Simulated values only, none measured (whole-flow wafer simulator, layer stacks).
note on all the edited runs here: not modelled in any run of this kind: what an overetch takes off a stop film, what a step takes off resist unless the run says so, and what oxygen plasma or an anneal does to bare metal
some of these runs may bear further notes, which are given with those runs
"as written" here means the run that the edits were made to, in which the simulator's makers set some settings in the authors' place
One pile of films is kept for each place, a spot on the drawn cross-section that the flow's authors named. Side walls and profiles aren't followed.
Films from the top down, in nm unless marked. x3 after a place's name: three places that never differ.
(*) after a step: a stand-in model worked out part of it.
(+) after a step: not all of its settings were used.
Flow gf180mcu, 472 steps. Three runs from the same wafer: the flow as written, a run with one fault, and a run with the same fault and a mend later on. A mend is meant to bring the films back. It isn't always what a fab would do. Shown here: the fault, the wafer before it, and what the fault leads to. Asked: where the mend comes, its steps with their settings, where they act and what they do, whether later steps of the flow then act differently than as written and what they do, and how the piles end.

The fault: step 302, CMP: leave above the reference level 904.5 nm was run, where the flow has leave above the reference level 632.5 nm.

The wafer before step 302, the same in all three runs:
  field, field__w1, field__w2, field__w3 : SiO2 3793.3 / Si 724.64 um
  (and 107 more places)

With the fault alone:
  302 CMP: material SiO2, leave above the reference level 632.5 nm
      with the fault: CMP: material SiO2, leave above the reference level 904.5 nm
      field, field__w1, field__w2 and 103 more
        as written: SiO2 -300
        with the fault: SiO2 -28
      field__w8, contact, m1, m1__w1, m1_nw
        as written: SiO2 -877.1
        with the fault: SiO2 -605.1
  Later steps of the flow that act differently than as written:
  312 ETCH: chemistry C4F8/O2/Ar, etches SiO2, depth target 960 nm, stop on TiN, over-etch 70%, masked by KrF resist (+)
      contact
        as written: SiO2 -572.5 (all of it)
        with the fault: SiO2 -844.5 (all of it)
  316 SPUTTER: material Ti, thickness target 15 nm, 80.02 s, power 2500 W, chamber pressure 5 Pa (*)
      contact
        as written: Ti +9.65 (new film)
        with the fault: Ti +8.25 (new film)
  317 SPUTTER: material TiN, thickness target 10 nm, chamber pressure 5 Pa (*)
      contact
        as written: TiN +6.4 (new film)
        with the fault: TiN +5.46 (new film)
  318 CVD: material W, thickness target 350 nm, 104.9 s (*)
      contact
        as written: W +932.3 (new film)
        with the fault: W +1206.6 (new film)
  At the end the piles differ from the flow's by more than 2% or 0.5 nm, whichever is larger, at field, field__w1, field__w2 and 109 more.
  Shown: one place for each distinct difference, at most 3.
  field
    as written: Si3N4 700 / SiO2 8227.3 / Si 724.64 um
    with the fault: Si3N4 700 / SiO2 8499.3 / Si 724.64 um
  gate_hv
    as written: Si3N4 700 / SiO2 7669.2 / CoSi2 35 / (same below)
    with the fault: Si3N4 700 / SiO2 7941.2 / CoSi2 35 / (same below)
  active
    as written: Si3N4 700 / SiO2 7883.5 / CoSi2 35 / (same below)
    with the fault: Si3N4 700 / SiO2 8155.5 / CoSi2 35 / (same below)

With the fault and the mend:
  The mend comes after step 310.
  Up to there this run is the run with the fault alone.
  310a STRIP: chemistry O2/N2, power 2160 W, pressure 1700 mTorr (*)
      field, field__w1, field__w2 and 107 more
        KrF resist -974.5 (all of it), anti-reflective coat -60 (all of it)
      contact
        anti-reflective coat -60 (all of it)
  310b CMP: material SiO2, leave above the reference level 632.5 nm (the flow's step 302 once more)
      field, field__w1, field__w2 and 108 more
        SiO2 -272
  310c HMDS: 120 C, 60 s (the flow's step 304 once more)
      changes no film at any place that is followed
  310d COAT: anti-reflective coat, thickness 60 nm, 182 C, 71 s (the flow's step 305 once more)
      field, field__w1, field__w2 and 108 more
        anti-reflective coat +60 (new film)
  310e COAT: KrF resist, thickness 1000 nm (the flow's step 306 once more)
      field, field__w1, field__w2 and 108 more
        KrF resist +1000 (new film)
  310f SOFTBAKE: KrF resist (the flow's step 307 once more)
      changes no film at any place that is followed
  310g EXPOSE: photomask Via2 (the flow's step 308 once more)
      changes no film at any place that is followed
  310h PEB: KrF resist, 135 C, 90 s (the flow's step 309 once more)
      field, field__w1, field__w2 and 108 more
        KrF resist -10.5
  310i DEVELOP: KrF resist, thickness 1000 nm, 60 s (the flow's step 310 once more)
      field, field__w1, field__w2 and 107 more
        KrF resist -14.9
      contact
        KrF resist -989.5 (all of it)
  No later step of the flow acts differently than as written at any place that is followed.
  At the end the piles are the same as the flow's at every place that both follow.
